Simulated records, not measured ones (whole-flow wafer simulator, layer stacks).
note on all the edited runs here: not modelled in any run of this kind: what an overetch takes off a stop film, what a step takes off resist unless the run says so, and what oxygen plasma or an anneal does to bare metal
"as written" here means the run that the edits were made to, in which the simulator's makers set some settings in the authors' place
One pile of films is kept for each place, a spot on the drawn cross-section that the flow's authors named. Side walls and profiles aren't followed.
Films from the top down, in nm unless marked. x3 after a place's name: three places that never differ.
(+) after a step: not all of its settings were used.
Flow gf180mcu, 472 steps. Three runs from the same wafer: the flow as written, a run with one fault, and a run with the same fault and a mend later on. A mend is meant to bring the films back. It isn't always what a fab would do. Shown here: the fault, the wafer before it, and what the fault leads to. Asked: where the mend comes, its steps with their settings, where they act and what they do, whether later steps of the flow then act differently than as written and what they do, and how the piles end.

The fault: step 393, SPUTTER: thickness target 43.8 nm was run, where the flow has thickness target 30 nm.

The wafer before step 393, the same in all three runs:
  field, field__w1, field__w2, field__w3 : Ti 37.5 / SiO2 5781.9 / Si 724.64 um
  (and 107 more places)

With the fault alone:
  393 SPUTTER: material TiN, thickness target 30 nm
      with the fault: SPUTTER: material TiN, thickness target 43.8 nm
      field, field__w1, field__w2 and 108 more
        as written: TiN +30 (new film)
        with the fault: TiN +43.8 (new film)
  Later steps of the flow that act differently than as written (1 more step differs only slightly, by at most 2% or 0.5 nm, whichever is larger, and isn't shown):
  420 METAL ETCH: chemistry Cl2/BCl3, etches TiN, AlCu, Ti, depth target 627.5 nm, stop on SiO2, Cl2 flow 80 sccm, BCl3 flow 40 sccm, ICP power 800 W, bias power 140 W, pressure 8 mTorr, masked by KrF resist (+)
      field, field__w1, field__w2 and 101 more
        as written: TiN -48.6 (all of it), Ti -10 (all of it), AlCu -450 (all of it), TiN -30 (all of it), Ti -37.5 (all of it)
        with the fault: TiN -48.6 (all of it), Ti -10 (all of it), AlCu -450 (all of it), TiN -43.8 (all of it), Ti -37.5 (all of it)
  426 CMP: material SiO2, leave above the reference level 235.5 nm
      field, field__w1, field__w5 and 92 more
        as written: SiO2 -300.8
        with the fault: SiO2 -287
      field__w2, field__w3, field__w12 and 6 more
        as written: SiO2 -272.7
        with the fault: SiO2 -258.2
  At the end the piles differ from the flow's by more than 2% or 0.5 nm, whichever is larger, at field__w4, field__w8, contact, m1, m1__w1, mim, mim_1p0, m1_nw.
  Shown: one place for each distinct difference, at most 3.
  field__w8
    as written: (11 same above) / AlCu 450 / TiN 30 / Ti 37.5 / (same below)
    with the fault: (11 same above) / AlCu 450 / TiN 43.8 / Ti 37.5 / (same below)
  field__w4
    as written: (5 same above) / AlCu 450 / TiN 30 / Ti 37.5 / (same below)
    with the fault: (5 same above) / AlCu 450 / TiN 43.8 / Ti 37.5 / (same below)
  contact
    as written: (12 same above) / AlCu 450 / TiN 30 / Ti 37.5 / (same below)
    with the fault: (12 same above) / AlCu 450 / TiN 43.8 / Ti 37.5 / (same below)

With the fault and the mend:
  The mend comes after step 393.
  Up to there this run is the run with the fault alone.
  393a METAL ETCH: chemistry Cl2/BCl3, etches TiN, AlCu, Ti, depth target 13.8 nm, Cl2 flow 80 sccm, BCl3 flow 40 sccm, ICP power 800 W, bias power 140 W, pressure 8 mTorr (the flow's step 260 once more, with other settings)
      field, field__w1, field__w2 and 108 more
        TiN -13.8
  No later step of the flow acts differently than as written at any place that is followed.
  At the end the piles are the same as the flow's at every place that both follow.
